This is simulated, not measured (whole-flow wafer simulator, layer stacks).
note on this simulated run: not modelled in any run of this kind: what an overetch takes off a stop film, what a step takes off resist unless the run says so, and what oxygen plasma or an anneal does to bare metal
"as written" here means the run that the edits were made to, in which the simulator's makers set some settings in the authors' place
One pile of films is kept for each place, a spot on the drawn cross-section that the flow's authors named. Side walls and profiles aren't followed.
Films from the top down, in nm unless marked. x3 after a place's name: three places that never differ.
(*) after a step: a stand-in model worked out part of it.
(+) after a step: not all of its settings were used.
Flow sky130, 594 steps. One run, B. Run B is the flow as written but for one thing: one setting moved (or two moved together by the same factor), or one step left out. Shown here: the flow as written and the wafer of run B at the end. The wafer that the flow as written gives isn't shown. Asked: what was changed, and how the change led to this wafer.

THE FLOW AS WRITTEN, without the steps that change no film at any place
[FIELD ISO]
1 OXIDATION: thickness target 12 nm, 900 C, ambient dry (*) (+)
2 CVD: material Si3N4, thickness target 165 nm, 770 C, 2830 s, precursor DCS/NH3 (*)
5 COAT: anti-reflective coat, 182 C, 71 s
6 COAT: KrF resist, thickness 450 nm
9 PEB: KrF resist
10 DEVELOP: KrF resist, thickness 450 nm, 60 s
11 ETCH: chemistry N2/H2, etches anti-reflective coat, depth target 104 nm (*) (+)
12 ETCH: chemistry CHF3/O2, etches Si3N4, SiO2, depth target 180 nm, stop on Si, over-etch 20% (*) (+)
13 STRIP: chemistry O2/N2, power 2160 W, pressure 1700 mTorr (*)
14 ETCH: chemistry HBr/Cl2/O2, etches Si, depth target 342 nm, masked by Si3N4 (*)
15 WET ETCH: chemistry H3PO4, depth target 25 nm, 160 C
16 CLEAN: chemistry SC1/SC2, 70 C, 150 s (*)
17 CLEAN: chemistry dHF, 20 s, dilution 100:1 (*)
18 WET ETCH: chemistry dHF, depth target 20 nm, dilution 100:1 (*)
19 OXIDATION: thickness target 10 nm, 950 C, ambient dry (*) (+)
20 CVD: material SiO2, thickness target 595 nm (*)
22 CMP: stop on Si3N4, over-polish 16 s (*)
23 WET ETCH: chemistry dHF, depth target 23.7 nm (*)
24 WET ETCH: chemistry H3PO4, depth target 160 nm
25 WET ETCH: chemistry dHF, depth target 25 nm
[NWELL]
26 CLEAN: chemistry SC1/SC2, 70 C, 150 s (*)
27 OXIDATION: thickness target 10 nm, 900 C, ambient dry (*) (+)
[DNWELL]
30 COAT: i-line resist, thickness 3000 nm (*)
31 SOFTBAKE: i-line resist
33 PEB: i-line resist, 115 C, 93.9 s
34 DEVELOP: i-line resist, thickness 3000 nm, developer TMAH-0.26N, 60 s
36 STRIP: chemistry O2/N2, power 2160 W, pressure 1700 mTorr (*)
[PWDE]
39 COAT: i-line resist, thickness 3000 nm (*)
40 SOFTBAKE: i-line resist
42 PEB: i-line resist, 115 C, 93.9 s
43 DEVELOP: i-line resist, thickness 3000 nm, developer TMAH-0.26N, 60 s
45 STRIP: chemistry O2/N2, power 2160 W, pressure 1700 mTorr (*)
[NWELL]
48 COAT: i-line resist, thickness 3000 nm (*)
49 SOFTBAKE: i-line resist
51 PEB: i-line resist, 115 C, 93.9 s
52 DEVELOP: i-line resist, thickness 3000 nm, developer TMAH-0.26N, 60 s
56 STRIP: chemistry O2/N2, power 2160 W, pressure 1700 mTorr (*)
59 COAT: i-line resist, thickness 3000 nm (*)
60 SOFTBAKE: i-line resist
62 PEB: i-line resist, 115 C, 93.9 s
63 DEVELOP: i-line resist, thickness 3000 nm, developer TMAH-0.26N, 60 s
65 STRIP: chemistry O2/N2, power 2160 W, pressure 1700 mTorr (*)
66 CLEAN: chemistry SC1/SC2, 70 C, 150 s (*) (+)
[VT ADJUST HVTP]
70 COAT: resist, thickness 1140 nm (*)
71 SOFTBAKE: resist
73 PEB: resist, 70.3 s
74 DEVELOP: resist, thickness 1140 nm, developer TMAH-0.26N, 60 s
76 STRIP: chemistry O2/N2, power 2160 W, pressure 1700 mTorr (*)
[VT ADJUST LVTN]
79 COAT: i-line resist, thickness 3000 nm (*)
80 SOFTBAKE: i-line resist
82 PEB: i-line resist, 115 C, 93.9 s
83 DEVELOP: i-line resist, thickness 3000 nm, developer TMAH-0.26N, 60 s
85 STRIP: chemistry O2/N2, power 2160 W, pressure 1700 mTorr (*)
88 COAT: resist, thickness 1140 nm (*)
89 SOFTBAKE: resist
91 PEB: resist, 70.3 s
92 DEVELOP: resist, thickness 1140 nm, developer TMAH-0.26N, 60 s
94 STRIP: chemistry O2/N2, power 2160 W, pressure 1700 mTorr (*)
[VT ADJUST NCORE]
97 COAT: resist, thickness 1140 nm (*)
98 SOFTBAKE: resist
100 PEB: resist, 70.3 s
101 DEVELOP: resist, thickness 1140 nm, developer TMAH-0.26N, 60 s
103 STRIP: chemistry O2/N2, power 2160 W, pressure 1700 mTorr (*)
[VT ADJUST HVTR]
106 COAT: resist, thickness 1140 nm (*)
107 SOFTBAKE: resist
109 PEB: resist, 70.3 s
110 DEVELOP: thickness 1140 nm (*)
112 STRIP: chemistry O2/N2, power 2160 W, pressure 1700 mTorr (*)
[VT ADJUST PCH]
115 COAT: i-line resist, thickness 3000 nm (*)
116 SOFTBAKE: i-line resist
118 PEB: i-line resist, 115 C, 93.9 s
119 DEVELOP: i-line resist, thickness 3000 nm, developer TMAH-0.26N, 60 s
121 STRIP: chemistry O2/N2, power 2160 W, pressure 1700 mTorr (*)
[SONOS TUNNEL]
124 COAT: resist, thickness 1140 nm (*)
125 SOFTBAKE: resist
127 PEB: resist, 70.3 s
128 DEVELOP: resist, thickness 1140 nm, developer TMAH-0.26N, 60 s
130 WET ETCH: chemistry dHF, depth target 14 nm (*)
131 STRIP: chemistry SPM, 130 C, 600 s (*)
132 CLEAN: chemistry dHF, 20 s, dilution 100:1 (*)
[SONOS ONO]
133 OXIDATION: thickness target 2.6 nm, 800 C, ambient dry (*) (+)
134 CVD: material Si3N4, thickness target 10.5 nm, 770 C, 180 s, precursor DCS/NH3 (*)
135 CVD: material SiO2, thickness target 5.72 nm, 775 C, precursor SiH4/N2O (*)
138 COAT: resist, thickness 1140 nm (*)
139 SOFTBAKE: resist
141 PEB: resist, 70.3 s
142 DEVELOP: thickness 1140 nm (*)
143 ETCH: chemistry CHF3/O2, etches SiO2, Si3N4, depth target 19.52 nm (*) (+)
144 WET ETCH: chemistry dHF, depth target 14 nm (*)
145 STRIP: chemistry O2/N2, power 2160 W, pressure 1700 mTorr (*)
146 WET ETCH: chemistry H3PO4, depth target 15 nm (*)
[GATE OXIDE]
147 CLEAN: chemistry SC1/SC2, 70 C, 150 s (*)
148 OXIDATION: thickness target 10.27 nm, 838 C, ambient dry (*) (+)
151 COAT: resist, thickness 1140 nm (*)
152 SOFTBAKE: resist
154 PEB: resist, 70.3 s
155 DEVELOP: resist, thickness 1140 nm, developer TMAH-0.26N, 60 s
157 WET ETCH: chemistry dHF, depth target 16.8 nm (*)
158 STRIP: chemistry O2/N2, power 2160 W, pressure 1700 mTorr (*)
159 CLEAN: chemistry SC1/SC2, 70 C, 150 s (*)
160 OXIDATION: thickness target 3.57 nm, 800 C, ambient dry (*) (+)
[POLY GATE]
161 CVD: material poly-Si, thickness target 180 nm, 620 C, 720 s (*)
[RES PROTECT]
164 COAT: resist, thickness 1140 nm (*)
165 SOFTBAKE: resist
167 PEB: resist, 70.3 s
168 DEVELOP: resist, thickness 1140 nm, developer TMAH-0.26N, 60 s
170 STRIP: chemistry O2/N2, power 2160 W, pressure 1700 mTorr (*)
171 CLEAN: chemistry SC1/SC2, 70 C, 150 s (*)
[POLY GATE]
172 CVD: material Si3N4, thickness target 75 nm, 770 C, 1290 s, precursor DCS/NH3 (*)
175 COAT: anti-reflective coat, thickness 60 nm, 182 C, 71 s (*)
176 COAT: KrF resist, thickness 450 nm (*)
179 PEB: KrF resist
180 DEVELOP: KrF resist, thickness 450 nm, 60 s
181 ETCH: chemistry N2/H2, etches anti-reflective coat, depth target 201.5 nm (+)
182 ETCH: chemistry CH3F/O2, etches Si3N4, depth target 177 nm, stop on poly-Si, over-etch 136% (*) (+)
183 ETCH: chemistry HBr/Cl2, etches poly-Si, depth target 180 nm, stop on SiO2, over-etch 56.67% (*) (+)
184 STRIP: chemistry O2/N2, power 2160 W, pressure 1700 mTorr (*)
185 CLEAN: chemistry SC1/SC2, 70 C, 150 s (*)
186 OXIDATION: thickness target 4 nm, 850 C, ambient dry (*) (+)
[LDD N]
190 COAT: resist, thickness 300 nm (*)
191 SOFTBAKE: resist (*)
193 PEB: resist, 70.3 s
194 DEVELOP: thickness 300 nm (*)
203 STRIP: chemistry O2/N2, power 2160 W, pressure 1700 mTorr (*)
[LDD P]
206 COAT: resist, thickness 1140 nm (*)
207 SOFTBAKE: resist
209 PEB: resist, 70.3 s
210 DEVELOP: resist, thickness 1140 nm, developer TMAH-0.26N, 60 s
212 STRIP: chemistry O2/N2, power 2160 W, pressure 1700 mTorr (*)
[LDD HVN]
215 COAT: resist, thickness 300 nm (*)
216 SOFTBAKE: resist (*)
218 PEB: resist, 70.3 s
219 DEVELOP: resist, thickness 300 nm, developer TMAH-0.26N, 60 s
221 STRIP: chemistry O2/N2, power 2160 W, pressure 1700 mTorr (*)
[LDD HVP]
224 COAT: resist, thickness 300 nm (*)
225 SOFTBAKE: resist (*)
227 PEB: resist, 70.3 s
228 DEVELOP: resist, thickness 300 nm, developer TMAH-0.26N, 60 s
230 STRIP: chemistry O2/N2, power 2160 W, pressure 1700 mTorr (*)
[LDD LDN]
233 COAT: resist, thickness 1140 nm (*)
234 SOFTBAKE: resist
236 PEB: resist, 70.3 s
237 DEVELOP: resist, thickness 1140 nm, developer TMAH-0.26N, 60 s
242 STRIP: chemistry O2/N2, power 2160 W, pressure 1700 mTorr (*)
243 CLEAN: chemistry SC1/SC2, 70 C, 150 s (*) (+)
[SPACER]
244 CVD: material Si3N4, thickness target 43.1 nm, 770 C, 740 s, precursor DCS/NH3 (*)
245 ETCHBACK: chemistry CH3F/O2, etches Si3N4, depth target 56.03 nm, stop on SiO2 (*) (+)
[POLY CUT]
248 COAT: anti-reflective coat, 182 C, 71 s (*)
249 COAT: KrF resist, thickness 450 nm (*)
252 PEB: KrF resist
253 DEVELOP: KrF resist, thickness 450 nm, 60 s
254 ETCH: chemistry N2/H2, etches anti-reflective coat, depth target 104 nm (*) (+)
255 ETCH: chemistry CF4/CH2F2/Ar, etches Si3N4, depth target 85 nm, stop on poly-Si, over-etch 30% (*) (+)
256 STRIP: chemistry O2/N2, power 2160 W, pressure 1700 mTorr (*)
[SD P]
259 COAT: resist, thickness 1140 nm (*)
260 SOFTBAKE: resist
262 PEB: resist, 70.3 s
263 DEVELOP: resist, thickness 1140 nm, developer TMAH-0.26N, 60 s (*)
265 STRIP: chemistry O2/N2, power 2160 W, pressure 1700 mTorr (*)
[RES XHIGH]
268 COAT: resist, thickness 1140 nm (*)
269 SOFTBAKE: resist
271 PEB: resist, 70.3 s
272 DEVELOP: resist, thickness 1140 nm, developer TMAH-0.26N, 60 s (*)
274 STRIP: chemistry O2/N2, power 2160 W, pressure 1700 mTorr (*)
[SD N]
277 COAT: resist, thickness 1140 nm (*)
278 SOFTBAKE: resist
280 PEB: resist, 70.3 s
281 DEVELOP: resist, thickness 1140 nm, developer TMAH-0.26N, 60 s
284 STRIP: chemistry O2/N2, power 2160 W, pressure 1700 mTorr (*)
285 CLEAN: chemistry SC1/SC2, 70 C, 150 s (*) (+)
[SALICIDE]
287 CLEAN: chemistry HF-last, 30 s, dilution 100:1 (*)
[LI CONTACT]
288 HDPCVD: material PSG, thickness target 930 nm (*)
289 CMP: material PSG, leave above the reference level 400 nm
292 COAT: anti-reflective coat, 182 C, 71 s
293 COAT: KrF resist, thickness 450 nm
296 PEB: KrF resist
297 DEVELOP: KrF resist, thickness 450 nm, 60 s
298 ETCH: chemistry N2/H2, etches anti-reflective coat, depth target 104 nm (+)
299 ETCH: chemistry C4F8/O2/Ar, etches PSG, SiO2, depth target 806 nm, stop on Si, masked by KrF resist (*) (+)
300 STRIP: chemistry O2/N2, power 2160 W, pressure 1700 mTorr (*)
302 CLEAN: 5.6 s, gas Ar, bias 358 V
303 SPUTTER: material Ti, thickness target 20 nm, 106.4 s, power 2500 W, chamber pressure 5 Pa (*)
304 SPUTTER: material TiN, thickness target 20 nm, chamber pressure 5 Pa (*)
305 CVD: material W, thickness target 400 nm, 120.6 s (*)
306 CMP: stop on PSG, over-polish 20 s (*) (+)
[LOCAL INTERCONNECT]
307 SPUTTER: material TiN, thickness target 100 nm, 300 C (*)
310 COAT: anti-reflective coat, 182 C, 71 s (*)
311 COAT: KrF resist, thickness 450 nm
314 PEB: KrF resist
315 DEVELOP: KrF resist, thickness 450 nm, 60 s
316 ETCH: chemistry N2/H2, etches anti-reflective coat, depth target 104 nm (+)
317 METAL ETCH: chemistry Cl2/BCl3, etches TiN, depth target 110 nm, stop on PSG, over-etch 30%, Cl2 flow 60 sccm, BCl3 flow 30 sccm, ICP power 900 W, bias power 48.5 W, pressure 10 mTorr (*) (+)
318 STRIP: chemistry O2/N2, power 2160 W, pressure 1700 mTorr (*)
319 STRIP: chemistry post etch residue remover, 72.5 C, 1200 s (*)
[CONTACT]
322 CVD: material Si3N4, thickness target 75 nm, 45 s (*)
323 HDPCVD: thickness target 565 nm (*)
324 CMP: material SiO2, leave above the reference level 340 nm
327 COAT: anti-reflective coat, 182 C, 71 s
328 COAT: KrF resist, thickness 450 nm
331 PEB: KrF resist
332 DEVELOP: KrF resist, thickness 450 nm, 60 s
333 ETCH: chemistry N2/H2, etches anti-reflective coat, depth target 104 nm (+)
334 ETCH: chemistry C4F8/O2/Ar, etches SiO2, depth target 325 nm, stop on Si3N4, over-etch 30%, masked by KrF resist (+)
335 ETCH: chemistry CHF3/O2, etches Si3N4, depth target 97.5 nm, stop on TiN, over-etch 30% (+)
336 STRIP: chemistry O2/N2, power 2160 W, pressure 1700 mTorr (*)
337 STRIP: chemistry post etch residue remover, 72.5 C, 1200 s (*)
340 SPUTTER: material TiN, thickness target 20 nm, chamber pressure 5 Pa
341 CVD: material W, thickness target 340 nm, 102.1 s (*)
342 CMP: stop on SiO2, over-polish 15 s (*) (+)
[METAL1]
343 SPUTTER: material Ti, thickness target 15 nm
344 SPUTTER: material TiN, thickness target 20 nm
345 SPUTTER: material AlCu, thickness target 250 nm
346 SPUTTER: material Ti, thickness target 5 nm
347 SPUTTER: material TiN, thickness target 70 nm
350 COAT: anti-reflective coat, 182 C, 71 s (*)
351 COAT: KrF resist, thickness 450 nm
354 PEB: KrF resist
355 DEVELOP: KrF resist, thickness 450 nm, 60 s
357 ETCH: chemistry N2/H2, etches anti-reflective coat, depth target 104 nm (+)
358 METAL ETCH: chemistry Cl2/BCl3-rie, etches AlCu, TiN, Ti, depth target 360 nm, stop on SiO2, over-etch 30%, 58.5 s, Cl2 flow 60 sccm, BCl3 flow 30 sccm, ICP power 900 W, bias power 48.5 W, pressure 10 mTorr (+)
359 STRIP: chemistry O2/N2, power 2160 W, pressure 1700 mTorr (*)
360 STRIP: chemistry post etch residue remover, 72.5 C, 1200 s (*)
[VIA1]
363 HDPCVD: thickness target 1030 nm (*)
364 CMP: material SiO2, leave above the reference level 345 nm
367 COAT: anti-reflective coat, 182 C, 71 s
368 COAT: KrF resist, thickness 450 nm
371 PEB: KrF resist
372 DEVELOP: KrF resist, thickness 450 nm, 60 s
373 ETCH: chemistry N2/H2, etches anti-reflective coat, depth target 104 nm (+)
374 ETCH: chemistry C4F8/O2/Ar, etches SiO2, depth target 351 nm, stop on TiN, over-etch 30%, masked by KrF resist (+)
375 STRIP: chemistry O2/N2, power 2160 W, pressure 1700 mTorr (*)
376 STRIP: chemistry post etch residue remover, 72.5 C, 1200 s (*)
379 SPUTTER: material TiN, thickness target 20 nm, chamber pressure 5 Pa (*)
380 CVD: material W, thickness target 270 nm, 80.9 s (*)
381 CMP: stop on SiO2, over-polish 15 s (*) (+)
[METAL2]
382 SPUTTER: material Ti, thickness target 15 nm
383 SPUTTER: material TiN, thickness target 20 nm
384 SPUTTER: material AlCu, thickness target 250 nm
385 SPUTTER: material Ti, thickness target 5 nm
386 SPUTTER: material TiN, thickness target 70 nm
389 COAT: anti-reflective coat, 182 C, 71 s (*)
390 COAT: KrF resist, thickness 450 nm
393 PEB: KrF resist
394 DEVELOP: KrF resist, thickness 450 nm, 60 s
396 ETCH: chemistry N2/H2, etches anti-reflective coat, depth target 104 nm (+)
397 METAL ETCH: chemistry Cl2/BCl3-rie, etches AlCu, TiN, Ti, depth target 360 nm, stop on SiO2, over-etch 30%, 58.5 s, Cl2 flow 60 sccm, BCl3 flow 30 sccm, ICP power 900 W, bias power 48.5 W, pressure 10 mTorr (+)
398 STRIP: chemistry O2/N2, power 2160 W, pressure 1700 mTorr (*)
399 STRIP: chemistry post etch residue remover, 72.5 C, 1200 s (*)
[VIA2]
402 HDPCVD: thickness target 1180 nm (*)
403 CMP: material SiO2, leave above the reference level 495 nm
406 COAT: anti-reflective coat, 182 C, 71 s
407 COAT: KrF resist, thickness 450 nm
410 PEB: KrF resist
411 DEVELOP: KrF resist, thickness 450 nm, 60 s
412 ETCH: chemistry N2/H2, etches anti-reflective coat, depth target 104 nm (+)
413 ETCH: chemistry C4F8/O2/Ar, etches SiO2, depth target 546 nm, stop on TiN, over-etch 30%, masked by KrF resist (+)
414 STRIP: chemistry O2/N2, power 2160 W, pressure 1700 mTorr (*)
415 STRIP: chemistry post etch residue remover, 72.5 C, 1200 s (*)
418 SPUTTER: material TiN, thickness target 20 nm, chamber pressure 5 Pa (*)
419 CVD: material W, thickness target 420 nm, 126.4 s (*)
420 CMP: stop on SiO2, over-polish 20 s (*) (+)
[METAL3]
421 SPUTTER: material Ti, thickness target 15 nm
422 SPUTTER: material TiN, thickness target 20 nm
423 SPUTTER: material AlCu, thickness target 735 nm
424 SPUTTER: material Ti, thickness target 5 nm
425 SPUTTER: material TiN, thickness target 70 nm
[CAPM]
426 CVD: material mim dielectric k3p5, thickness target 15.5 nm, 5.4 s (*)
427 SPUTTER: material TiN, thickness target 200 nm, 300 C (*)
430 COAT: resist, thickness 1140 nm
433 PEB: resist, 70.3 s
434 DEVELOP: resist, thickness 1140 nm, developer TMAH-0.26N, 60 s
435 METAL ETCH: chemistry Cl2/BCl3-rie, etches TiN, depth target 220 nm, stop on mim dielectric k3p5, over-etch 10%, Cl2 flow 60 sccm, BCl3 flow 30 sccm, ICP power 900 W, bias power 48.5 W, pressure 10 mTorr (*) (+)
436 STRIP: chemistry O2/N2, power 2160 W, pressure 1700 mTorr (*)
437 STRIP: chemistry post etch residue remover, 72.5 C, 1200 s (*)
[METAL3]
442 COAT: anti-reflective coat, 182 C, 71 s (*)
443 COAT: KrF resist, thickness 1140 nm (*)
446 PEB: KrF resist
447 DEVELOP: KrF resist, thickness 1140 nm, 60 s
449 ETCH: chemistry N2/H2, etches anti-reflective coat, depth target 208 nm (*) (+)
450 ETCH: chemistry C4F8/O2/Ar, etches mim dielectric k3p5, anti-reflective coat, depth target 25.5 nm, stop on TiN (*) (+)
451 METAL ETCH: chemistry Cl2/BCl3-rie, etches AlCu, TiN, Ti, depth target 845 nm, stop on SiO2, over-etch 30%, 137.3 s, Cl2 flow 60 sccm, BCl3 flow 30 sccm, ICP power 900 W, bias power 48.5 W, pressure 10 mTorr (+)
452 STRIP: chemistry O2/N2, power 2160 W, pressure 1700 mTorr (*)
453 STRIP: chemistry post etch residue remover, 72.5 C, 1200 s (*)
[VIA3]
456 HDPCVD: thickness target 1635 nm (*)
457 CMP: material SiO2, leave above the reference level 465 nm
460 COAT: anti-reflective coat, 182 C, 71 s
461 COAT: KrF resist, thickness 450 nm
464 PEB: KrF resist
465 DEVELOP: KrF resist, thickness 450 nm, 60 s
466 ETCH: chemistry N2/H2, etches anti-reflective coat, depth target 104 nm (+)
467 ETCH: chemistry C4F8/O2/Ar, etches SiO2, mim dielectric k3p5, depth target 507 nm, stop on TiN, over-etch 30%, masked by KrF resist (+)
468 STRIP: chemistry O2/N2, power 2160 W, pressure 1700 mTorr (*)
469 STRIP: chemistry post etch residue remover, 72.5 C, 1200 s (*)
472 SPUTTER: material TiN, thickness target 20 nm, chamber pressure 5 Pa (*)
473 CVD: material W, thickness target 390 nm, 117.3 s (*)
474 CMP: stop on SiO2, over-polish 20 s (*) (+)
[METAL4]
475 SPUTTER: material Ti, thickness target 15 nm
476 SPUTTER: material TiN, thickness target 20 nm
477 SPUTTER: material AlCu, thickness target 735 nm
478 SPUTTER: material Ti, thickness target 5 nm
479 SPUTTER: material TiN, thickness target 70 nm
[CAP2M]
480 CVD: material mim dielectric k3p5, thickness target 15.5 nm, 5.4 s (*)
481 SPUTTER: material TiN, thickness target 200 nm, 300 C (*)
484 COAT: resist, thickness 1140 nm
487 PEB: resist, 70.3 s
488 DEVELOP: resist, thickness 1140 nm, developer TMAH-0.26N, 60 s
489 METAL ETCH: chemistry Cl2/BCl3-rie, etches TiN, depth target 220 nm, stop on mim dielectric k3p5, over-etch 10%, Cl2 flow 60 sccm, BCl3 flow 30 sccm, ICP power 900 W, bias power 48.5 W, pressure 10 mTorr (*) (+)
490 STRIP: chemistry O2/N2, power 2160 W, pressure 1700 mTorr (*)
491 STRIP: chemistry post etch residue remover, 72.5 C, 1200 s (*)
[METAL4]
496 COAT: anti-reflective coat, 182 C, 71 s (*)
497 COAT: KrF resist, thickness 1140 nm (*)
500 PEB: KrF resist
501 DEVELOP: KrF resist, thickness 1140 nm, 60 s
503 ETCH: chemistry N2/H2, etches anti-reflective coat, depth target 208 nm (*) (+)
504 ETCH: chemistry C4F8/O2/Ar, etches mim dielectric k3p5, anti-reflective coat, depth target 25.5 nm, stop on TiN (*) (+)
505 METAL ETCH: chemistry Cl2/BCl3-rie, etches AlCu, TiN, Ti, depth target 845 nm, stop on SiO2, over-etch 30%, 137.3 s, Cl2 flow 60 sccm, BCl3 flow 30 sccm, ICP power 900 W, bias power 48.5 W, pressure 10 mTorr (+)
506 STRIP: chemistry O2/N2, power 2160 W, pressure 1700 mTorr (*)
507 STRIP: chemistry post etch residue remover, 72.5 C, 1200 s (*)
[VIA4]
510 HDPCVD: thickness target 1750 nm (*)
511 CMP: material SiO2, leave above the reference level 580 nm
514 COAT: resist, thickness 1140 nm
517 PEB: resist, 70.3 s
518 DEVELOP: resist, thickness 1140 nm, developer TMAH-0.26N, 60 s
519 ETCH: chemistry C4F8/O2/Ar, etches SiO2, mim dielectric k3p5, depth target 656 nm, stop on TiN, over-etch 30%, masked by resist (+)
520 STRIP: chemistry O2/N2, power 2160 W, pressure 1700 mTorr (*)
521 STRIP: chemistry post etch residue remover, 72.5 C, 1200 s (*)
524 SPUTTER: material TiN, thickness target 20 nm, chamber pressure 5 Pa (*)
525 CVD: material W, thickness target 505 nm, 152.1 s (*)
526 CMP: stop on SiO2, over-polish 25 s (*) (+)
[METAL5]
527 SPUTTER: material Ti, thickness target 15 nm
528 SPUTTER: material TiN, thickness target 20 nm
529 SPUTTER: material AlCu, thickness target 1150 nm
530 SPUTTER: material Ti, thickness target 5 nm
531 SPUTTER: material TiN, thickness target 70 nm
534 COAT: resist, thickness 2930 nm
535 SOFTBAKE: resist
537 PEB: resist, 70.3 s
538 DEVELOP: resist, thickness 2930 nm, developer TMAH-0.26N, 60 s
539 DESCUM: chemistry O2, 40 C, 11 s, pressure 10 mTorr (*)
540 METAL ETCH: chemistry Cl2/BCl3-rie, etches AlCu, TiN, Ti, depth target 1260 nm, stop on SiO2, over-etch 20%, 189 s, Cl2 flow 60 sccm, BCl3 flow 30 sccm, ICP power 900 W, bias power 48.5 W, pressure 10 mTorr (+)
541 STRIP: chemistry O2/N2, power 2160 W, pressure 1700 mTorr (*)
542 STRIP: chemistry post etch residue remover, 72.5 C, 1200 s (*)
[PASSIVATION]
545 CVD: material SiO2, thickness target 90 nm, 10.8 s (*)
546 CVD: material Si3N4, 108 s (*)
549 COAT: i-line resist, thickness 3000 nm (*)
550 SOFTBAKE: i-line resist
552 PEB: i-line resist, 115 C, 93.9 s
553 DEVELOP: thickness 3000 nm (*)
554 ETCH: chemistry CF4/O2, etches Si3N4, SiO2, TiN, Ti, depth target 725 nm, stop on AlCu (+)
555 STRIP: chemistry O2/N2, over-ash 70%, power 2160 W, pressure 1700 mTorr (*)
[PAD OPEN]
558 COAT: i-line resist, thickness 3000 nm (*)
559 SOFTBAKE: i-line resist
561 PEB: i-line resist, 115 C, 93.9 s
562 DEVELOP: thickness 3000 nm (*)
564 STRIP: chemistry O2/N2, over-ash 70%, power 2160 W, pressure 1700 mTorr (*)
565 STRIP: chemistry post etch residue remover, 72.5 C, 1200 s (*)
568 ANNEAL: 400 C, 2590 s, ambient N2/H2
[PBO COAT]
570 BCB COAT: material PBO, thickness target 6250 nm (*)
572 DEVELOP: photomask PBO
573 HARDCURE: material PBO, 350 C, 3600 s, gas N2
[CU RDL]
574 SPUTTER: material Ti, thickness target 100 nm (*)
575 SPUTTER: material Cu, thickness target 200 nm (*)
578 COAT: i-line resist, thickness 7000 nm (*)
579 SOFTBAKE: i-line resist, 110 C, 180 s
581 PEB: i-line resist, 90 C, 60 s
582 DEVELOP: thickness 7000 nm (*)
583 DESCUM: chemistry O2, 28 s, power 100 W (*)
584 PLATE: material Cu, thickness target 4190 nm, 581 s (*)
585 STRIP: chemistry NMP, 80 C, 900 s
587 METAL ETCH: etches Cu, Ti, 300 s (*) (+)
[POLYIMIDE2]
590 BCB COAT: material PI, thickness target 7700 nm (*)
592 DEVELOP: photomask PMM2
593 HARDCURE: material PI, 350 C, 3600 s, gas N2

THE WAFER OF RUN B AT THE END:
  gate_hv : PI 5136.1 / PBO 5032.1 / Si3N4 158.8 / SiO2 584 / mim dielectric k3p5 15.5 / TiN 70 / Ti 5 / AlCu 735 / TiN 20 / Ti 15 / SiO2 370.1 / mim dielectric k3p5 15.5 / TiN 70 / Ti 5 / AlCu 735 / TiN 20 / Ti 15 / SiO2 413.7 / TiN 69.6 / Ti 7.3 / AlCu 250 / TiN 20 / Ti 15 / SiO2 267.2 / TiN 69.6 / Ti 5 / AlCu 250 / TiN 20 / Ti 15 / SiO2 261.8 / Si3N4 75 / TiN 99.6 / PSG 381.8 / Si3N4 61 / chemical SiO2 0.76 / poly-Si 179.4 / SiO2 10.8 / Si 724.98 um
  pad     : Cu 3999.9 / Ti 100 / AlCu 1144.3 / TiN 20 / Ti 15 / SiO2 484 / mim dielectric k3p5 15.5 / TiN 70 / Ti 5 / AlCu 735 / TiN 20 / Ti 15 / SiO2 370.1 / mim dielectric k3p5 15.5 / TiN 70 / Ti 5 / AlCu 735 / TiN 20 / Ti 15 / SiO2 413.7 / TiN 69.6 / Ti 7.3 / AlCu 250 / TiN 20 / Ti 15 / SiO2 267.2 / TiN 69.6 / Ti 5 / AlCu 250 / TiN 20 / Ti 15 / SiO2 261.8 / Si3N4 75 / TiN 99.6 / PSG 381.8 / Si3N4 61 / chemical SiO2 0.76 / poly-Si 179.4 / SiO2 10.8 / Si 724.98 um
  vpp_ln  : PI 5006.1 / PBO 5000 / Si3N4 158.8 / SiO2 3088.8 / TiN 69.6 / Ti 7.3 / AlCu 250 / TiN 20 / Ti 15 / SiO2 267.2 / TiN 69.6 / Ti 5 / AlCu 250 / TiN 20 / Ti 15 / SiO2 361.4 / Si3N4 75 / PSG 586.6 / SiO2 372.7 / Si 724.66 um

The cause: step 385, SPUTTER: thickness target 7.3 nm was run, where the flow has thickness target 5 nm.
It can be read off the wafer: gate_hv has Ti 7.3, and step 385 as written asks for 5 nm.

How the change led to this, step by step:
  385 SPUTTER: material Ti, thickness target 5 nm
      field, active, n_well and 188 more: Ti +7.3 (new film) (as written it would be: Ti +5 (new film))
  397 METAL ETCH: chemistry Cl2/BCl3-rie, etches AlCu, TiN, Ti, depth target 360 nm, stop on SiO2, over-etch 30%, 58.5 s, Cl2 flow 60 sccm, BCl3 flow 30 sccm, ICP power 900 W, bias power 48.5 W, pressure 10 mTorr (+)
      field, active, gate and 82 more: TiN -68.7 (all of it), Ti -7.3 (all of it), AlCu -250 (all of it), TiN -20 (all of it), Ti -15 (all of it), SiO2 -10.7 (as written it would be: TiN -68.7 (all of it), Ti -5 (all of it), AlCu -250 (all of it), TiN -20 (all of it), Ti -15 (all of it), SiO2 -10.9)
